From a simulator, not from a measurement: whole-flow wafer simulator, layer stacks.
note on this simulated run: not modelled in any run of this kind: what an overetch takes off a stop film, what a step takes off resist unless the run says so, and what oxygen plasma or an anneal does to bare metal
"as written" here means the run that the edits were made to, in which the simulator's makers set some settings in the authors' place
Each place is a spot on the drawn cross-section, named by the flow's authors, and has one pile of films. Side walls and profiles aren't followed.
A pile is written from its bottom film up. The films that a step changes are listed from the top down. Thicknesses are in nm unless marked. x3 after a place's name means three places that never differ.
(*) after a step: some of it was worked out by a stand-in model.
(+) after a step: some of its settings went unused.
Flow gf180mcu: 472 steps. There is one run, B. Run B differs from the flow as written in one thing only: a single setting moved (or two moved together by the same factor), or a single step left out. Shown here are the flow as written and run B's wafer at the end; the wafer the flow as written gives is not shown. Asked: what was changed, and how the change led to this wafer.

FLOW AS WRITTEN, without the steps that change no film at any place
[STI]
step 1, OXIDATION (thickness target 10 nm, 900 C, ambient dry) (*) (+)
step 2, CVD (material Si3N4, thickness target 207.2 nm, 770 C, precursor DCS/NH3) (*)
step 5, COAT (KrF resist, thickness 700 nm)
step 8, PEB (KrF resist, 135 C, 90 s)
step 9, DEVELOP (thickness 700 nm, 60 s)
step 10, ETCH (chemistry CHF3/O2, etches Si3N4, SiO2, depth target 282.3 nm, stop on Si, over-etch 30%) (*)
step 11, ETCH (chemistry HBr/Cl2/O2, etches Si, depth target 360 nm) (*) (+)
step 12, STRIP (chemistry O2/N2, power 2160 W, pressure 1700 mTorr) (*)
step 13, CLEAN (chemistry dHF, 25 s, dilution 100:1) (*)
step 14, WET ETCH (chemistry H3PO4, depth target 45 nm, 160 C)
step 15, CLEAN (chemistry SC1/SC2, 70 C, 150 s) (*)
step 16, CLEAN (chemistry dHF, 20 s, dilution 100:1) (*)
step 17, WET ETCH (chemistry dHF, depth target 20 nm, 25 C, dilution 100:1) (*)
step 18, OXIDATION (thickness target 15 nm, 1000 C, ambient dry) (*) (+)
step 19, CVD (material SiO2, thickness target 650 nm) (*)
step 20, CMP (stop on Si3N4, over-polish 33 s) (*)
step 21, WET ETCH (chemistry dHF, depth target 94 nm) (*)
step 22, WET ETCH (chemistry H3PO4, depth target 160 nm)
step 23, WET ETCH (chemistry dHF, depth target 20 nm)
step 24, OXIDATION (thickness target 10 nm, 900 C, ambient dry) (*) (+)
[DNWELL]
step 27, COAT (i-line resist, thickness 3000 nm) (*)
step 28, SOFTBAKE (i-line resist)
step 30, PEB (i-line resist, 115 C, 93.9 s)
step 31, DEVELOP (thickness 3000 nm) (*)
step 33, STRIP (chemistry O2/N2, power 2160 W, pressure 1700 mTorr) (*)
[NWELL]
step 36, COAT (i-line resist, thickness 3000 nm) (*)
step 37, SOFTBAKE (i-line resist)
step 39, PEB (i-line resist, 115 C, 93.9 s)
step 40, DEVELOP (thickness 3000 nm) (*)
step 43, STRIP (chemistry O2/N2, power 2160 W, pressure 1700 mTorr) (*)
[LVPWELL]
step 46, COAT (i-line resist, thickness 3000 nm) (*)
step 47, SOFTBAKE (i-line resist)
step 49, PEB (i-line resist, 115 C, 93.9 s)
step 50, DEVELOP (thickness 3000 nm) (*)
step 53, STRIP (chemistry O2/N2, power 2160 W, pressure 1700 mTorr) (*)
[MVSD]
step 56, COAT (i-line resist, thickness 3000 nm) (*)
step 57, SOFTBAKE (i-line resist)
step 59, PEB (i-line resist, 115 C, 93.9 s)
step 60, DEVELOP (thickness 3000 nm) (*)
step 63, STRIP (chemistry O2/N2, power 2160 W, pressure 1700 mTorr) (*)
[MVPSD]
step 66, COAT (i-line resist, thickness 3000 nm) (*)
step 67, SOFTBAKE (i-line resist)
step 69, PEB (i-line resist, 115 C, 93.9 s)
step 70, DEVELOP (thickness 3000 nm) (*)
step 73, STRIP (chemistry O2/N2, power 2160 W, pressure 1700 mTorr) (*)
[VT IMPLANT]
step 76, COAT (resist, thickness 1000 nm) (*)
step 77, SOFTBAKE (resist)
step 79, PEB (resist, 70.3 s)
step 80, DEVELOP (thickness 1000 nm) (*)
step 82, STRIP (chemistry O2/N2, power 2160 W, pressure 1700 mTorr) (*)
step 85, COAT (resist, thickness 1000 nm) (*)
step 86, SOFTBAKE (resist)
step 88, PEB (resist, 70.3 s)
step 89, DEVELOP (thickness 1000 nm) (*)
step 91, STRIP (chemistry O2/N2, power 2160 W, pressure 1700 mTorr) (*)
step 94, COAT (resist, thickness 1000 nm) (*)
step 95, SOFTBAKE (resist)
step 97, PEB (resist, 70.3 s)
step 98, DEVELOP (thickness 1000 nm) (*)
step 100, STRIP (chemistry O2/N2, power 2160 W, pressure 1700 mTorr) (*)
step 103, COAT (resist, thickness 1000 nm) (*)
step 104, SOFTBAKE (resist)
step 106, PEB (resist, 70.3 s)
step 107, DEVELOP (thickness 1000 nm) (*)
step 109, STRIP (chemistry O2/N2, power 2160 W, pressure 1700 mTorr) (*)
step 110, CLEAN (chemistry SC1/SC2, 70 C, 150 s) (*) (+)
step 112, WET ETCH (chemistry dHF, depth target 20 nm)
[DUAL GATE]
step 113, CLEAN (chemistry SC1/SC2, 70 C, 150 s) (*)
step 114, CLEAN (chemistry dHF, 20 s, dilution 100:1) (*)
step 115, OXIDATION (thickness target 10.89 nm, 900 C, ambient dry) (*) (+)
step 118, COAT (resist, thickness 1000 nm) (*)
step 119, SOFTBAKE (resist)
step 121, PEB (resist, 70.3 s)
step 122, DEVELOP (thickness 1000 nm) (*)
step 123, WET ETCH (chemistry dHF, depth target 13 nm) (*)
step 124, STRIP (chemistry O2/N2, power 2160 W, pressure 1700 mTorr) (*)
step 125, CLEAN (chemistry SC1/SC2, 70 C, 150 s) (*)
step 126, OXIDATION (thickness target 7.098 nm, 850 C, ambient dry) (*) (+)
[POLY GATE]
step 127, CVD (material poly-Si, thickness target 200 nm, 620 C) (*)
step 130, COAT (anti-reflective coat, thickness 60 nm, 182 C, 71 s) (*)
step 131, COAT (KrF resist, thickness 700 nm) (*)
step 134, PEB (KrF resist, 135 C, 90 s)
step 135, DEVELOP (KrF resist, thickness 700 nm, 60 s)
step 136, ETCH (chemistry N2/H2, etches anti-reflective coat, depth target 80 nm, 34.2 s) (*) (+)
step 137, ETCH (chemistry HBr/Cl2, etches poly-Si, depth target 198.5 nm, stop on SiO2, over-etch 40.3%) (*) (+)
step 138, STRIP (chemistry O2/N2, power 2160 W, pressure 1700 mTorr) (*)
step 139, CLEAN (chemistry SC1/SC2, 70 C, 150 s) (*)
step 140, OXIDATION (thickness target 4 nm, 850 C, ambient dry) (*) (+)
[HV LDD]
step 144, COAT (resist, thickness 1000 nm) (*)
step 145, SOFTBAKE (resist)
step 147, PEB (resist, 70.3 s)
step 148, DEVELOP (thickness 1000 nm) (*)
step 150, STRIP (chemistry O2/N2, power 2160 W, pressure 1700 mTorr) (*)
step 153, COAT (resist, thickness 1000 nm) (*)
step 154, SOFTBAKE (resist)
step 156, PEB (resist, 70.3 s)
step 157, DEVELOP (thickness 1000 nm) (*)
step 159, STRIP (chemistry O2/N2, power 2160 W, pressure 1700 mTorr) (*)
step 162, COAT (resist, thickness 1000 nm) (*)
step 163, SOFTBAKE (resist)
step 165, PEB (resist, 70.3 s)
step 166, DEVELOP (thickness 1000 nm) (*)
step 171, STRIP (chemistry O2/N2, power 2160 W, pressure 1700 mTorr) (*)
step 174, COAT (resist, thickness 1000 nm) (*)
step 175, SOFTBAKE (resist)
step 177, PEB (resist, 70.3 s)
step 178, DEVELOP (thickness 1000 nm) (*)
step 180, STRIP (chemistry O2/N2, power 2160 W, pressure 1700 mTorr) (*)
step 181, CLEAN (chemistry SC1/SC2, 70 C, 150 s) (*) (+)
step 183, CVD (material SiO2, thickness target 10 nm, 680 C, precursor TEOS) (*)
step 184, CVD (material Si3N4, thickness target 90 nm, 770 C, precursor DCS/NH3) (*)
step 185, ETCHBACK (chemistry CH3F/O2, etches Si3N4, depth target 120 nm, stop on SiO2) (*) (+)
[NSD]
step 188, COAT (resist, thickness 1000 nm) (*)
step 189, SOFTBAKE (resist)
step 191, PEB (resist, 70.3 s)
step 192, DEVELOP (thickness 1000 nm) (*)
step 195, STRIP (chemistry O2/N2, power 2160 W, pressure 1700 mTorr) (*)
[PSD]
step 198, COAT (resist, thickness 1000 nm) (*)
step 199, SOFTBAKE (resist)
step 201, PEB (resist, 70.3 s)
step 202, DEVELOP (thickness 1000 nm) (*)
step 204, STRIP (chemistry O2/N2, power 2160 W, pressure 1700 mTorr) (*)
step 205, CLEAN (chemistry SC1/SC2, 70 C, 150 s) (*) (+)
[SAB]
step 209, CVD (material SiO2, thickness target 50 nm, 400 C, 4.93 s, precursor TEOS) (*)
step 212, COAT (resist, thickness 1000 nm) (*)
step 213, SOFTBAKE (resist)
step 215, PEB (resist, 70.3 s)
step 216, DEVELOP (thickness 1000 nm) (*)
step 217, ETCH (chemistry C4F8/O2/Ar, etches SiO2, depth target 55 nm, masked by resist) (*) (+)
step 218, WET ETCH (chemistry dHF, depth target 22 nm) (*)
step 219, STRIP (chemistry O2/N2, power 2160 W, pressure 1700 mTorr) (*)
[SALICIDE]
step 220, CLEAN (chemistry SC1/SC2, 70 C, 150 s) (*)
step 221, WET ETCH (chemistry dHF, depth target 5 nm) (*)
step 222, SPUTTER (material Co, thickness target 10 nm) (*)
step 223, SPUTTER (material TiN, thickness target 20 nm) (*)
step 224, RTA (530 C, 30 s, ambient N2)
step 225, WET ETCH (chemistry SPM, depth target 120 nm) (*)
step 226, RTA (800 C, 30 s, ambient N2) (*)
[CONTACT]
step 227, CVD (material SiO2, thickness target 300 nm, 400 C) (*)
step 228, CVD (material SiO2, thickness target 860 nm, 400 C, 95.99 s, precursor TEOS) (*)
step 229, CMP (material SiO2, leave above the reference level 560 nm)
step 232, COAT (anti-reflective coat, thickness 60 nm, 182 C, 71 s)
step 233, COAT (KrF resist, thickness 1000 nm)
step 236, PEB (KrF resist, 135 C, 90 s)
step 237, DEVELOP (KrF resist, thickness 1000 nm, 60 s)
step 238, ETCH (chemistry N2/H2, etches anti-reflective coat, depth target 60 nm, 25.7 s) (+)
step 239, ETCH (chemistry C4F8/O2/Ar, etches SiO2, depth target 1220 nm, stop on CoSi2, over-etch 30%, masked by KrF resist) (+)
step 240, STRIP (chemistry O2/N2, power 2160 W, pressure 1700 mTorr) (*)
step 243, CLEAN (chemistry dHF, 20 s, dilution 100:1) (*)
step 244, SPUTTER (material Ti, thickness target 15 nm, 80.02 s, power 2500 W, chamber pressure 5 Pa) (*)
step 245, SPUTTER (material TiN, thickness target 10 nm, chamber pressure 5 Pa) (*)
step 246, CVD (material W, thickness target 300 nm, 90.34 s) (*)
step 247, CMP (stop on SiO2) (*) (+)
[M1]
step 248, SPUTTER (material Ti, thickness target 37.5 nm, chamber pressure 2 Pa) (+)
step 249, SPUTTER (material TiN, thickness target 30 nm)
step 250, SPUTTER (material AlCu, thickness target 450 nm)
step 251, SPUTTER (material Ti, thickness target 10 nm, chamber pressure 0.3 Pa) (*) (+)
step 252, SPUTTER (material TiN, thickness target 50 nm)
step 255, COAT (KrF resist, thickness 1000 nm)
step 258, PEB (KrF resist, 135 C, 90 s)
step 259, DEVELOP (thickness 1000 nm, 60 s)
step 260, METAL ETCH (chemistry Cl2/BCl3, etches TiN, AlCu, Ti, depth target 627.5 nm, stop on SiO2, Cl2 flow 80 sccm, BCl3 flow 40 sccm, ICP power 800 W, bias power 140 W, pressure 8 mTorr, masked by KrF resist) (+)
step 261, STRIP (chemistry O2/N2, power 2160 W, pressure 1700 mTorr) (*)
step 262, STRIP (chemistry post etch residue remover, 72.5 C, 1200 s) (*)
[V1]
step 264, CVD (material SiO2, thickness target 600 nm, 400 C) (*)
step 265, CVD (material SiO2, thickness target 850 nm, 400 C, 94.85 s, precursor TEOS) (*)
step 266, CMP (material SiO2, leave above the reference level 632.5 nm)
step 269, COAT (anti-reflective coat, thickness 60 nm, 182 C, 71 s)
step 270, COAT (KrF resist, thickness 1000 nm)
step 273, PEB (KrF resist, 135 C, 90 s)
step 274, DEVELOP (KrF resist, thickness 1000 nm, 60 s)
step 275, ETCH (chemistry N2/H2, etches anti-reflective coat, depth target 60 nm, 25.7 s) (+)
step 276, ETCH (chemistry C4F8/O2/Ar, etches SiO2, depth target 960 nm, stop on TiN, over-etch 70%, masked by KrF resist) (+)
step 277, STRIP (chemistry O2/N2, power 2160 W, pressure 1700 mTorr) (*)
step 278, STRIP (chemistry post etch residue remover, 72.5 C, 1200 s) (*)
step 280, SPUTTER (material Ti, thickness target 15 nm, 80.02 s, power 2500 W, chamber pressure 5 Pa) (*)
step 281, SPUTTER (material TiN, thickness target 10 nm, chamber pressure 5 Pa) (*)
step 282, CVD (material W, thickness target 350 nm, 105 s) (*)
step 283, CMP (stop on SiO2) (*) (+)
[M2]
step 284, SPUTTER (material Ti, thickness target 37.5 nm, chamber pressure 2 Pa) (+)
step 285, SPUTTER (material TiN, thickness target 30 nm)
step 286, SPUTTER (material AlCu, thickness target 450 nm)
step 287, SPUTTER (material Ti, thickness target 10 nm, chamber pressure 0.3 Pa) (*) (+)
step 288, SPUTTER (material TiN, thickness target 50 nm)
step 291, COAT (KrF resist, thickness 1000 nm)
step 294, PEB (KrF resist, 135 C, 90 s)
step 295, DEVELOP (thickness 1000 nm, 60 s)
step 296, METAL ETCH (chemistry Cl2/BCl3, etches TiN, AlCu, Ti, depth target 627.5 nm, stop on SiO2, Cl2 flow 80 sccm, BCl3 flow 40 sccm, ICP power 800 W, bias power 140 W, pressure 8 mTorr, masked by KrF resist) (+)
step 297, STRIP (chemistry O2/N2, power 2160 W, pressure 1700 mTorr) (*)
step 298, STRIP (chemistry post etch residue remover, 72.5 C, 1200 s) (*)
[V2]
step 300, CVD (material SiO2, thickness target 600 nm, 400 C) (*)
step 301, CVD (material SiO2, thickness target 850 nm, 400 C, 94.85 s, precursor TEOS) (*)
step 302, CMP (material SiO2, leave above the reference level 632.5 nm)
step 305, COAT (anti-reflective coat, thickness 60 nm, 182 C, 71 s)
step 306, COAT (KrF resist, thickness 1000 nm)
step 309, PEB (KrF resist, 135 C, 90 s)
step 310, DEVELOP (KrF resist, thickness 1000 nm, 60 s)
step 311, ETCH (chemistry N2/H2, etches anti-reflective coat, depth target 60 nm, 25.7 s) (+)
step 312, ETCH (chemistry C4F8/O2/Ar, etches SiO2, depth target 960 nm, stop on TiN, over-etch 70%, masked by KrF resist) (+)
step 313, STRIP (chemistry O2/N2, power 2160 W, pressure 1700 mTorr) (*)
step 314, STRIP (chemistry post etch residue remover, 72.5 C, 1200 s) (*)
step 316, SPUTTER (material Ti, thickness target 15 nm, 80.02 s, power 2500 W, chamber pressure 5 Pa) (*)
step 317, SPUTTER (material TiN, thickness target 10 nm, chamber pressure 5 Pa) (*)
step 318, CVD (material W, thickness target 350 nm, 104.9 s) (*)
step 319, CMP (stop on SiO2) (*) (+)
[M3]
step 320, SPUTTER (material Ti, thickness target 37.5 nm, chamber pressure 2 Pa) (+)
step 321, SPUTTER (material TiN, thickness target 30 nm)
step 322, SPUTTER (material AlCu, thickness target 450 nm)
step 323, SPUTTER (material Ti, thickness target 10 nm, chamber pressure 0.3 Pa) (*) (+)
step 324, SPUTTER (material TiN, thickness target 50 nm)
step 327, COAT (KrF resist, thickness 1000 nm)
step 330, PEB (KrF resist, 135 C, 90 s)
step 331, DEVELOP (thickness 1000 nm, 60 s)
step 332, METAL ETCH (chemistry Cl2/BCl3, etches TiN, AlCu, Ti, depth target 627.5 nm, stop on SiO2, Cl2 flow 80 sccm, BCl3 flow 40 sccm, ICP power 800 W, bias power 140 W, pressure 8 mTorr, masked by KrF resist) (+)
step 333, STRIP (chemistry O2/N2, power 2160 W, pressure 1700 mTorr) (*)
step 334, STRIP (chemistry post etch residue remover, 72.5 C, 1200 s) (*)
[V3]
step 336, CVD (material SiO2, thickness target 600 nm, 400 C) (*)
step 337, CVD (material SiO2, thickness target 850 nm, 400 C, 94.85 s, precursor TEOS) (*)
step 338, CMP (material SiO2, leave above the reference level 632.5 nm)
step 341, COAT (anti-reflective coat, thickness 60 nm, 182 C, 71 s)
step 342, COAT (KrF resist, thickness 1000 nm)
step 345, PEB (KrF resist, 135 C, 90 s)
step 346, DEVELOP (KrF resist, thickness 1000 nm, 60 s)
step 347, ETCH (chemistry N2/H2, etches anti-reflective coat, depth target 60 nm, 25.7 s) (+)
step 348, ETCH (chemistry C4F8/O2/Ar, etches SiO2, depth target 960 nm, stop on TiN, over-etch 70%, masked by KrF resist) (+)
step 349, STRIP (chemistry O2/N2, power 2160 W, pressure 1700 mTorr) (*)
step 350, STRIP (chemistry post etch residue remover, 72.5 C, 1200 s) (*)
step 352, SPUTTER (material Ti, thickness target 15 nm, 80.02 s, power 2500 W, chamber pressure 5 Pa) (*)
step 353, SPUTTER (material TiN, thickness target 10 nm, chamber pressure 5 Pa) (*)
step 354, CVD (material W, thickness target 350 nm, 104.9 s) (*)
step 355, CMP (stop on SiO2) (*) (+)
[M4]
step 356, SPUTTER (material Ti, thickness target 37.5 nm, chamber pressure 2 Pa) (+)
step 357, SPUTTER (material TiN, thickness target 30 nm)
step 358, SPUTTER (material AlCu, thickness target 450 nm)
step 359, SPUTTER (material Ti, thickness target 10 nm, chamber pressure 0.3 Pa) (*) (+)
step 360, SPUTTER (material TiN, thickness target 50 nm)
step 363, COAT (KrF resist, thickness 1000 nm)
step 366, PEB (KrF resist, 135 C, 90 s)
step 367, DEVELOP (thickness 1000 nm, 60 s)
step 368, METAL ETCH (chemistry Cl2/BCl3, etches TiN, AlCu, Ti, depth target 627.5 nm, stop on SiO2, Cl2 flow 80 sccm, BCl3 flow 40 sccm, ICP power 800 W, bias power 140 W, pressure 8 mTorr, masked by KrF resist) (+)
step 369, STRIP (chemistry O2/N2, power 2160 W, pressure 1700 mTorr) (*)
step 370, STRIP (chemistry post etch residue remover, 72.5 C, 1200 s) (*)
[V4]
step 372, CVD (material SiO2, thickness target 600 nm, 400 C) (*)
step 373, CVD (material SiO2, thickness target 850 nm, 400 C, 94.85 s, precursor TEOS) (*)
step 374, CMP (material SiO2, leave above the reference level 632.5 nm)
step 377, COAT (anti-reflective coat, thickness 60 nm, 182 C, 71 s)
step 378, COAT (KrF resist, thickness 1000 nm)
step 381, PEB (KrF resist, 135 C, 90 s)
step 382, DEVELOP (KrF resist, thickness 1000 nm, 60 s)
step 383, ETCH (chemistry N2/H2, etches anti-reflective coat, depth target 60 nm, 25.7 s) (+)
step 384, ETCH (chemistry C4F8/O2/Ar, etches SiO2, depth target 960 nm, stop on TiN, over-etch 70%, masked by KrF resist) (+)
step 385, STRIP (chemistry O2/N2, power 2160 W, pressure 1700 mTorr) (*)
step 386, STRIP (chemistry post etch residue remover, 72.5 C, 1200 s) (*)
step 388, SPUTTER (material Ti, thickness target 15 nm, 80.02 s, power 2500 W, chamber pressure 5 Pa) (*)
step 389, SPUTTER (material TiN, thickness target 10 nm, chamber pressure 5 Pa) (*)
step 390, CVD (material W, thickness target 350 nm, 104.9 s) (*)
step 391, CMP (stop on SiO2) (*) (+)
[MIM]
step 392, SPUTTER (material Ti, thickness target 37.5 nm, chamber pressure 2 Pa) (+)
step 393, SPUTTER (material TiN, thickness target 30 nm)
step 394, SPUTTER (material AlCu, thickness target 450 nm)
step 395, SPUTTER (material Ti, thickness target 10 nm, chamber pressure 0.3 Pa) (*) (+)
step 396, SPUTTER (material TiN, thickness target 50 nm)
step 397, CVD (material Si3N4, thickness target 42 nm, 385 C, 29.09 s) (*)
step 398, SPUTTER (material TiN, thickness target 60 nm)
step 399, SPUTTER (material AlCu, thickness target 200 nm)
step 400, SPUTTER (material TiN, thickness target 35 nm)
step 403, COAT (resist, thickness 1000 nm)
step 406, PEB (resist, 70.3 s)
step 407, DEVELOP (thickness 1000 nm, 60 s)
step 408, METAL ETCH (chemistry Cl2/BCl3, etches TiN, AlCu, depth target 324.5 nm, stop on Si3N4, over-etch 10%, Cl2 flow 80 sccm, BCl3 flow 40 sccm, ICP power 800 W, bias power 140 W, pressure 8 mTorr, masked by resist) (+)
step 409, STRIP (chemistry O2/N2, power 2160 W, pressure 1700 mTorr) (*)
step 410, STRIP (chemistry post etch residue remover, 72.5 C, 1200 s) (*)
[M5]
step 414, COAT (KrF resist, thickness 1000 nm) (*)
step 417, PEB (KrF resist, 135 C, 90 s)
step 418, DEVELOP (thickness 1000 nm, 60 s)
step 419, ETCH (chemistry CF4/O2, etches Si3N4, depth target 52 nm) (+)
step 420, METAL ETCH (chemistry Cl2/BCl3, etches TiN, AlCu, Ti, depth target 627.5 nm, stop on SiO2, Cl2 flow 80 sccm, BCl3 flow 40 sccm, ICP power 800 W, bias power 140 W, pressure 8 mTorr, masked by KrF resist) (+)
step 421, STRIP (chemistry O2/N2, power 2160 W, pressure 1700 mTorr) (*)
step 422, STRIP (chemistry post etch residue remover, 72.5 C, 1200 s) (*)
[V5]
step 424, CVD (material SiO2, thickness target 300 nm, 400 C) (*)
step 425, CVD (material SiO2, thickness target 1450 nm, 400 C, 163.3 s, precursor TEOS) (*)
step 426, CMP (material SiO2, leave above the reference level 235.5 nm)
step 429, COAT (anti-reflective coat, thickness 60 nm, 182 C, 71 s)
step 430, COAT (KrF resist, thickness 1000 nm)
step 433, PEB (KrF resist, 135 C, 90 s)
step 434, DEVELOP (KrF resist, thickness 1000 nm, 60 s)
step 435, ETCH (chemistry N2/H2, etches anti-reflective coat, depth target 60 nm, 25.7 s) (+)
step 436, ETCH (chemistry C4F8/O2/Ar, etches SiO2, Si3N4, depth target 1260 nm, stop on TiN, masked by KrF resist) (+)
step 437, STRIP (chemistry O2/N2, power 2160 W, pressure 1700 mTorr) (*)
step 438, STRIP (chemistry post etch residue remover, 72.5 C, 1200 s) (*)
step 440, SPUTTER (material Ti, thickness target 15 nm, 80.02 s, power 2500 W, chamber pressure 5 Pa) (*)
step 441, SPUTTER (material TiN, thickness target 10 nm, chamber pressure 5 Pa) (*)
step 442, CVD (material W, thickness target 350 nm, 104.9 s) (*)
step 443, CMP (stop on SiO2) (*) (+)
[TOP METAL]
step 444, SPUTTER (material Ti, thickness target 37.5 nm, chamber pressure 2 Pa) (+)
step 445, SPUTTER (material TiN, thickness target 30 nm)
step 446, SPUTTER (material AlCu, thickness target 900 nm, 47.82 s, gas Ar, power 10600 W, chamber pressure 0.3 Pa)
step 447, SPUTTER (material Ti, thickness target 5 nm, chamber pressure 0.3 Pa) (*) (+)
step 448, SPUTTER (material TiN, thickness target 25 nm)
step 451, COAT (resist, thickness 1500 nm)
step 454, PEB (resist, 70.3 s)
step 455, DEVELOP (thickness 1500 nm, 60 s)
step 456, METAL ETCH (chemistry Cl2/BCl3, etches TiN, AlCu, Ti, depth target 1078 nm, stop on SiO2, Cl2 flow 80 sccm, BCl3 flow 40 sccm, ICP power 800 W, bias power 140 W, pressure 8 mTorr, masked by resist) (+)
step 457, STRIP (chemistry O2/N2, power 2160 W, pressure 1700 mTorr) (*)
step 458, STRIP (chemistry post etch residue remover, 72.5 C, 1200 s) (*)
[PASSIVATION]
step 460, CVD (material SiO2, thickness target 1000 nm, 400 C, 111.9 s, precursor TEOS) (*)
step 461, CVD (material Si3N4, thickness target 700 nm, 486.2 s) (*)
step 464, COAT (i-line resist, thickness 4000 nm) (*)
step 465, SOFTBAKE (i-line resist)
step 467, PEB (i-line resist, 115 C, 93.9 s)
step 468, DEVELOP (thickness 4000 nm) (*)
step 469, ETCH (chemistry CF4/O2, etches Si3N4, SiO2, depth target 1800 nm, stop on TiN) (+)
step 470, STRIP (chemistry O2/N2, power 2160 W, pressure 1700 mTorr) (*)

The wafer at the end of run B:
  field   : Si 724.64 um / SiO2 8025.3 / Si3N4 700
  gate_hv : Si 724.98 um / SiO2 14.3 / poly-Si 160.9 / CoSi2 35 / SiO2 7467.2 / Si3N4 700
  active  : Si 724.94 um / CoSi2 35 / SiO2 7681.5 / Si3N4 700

What caused this: step 394, SPUTTER: thickness target 248 nm was run, whereas the flow has thickness target 450 nm.

The path from the change to this, step by step:
  step 394, SPUTTER (material AlCu, thickness target 450 nm)
      field, field__w1, field__w2 and 108 more: AlCu gains 248 (new film) (it would be, as written: AlCu gains 450 (new film))
  step 420, METAL ETCH (chemistry Cl2/BCl3, etches TiN, AlCu, Ti, depth target 627.5 nm, stop on SiO2, Cl2 flow 80 sccm, BCl3 flow 40 sccm, ICP power 800 W, bias power 140 W, pressure 8 mTorr, masked by KrF resist) (+)
      field, field__w1, field__w2 and 101 more: TiN loses 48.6 (all of it), Ti loses 10 (all of it), AlCu loses 248 (all of it), TiN loses 30 (all of it), Ti loses 37.5 (all of it) (it would be, as written: TiN loses 48.6 (all of it), Ti loses 10 (all of it), AlCu loses 450 (all of it), TiN loses 30 (all of it), Ti loses 37.5 (all of it))
      field__w4, field__w8, contact, m1, m1__w1, mim, mim_1p0, m1_nw: KrF resist loses 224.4 (it would be, as written: KrF resist loses 251)
  step 421, STRIP (chemistry O2/N2, power 2160 W, pressure 1700 mTorr) (*)
      field__w8, m1__w1: KrF resist loses 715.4 (all of it) (it would be, as written: KrF resist loses 688.9 (all of it))
      contact, m1: KrF resist loses 715.9 (all of it) (it would be, as written: KrF resist loses 689.3 (all of it))
      (and at 4 other places as well)
  step 426, CMP (material SiO2, leave above the reference level 235.5 nm)
      field, field__w1, field__w5 and 92 more: SiO2 loses 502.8 (it would be, as written: SiO2 loses 300.8)
      field__w2, field__w3, field__w12 and 6 more: SiO2 loses 483.9 (it would be, as written: SiO2 loses 272.7)
